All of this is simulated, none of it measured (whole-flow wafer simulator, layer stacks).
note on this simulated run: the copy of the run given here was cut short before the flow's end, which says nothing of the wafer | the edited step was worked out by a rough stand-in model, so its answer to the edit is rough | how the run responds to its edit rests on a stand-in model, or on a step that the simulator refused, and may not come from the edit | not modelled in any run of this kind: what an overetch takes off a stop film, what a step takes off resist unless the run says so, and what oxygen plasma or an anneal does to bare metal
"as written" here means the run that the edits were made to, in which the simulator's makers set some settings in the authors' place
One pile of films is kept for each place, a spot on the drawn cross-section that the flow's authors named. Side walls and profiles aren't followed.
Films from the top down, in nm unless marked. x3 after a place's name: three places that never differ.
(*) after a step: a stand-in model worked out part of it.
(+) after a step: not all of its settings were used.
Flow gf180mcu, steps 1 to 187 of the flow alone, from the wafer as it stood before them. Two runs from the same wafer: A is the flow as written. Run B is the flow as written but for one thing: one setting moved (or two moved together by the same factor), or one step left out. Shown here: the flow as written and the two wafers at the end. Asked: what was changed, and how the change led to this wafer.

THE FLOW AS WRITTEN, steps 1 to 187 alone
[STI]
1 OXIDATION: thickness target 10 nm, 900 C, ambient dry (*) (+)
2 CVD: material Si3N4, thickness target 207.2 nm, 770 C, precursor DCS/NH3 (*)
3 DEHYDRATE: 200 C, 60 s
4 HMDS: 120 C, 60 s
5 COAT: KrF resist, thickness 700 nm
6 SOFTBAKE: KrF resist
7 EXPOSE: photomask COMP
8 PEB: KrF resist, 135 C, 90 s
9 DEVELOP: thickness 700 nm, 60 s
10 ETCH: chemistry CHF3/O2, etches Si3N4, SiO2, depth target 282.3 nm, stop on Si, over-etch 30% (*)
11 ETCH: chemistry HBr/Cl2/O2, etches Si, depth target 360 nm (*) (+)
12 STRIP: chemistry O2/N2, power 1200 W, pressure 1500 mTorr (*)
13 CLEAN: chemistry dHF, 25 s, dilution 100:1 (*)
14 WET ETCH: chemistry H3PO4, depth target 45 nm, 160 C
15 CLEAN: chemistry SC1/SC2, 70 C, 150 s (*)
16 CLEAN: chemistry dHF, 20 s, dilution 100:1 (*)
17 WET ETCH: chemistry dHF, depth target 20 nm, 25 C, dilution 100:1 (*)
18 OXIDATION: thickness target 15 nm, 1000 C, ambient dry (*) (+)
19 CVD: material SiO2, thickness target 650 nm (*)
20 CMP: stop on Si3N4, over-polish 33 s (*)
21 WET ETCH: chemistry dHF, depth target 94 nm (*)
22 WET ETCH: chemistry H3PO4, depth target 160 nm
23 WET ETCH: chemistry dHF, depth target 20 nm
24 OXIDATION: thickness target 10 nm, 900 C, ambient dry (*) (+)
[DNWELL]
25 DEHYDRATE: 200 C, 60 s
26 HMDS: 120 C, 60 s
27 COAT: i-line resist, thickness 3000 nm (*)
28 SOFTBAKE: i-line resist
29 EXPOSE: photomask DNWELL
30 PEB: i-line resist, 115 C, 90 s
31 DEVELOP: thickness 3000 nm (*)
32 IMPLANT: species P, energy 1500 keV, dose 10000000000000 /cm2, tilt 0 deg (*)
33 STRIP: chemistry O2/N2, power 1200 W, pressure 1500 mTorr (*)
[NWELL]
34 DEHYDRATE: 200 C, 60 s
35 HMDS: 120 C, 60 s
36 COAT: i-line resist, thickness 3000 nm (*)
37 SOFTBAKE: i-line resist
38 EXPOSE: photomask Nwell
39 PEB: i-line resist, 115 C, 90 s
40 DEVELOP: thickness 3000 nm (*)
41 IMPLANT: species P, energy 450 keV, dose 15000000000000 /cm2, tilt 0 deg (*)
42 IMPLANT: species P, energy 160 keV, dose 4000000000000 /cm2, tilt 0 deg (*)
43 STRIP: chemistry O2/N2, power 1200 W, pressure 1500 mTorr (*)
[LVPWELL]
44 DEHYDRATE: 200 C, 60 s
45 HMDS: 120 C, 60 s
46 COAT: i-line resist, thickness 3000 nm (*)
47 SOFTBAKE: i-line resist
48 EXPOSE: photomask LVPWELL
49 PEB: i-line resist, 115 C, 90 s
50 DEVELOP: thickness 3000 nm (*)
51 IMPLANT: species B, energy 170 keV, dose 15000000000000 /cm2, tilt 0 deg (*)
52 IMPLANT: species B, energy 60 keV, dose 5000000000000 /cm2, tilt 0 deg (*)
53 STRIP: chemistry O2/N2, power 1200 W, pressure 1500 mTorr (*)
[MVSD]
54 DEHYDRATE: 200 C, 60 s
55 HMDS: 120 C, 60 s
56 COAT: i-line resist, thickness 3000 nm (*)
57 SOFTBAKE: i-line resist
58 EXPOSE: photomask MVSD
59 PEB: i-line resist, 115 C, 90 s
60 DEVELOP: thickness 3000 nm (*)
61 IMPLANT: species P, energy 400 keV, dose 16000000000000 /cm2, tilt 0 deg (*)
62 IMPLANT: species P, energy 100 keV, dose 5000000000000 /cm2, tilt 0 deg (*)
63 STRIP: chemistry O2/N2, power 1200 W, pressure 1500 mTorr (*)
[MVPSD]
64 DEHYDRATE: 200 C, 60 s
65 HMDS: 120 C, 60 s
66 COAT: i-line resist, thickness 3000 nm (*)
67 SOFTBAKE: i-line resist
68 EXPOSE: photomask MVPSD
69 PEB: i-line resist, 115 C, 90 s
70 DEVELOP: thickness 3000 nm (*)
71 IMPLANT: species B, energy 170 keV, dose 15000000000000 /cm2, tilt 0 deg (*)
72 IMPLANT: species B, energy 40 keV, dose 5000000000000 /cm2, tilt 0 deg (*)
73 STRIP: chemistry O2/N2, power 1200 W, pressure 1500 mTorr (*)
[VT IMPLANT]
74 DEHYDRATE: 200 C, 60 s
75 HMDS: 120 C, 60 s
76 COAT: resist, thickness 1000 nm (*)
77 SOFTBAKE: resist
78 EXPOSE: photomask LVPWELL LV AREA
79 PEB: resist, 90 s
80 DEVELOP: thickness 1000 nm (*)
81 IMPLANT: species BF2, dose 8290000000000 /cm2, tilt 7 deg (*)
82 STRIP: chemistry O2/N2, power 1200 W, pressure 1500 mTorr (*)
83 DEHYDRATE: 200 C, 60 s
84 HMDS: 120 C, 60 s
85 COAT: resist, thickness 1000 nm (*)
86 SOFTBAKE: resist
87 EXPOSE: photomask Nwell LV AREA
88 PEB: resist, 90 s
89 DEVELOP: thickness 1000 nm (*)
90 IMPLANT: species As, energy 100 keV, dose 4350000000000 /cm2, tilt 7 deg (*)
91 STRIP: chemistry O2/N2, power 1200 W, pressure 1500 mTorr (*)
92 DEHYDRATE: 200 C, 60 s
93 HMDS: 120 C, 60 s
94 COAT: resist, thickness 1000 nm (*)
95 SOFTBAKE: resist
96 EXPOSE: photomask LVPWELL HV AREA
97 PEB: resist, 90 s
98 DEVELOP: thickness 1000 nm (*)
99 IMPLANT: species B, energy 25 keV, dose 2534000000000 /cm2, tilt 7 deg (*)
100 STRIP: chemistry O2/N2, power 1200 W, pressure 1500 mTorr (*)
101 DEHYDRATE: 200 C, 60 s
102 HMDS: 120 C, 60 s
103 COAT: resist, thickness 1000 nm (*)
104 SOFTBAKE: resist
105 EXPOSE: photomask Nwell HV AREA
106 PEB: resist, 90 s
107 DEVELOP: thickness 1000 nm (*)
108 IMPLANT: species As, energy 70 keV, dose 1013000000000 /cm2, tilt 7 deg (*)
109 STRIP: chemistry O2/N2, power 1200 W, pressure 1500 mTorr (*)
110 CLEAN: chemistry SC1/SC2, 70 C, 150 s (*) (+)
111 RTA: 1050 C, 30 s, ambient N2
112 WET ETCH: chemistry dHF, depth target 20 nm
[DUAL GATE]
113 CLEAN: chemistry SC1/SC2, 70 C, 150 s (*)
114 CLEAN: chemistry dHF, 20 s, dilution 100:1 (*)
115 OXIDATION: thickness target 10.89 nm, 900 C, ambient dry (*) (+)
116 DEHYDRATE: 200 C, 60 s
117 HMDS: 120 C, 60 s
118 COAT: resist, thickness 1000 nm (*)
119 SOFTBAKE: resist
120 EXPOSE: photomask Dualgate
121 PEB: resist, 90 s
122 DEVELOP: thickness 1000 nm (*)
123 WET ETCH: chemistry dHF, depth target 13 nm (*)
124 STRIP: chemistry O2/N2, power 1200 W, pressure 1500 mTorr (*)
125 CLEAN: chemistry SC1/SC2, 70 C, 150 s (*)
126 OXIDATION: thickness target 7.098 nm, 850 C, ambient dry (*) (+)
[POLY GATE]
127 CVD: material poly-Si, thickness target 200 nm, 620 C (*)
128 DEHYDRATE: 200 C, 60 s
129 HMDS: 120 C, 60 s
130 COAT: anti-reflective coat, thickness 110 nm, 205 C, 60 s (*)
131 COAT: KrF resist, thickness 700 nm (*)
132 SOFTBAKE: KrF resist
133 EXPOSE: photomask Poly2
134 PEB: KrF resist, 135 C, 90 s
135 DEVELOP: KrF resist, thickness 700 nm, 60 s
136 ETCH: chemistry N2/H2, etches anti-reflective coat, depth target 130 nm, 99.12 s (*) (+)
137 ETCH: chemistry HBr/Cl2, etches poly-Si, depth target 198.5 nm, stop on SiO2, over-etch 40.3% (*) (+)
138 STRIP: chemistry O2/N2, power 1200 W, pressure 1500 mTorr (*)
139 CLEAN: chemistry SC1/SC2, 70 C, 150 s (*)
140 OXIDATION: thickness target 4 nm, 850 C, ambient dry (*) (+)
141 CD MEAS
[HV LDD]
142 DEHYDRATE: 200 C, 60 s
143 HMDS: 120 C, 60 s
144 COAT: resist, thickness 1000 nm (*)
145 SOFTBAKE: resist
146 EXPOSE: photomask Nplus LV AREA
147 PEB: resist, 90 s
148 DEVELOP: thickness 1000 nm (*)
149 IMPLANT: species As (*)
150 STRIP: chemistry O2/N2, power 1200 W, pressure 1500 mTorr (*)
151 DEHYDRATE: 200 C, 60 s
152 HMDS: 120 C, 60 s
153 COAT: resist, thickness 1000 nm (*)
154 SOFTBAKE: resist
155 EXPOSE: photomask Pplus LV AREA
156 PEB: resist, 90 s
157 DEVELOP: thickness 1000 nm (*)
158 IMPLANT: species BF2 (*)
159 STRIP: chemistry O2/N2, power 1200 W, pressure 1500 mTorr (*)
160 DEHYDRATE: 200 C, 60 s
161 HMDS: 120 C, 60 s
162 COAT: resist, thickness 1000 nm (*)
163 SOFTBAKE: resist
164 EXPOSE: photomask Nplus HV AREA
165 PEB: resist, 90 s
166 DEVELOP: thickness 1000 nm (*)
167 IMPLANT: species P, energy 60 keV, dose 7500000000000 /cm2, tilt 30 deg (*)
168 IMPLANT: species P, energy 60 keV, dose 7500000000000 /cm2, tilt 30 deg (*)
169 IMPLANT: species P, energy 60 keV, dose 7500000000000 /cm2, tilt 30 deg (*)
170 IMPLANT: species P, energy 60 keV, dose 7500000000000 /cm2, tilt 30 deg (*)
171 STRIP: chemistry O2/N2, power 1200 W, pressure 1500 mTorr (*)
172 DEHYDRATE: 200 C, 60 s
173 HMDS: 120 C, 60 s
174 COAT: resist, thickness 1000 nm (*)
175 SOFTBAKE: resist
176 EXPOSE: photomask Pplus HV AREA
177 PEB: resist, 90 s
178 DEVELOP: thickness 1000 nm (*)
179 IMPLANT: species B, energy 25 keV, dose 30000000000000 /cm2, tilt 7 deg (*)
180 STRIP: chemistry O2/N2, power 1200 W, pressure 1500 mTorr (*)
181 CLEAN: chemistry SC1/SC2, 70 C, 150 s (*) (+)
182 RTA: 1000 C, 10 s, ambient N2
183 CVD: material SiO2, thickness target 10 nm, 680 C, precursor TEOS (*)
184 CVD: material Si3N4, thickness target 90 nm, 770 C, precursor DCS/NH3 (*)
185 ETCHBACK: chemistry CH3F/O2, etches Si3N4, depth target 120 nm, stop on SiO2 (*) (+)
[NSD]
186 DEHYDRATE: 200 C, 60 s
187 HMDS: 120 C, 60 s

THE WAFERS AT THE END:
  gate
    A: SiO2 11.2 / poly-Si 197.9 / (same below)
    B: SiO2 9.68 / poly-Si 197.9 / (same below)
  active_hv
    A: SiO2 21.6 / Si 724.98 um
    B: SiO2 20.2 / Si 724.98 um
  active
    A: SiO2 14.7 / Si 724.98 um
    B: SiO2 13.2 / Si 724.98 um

The cause: step 183, CVD: thickness target 8.52 nm was run, where the flow has thickness target 10 nm.

How the change led to this, step by step:
  183 CVD: material SiO2, thickness target 10 nm, 680 C, precursor TEOS (*)
      field, field__w1, field__w2 and 99 more: A SiO2 +10 | B SiO2 +8.52
      ld_drift_p: A SiO2 +9.87 | B SiO2 +8.41
      (and at 1 more place)
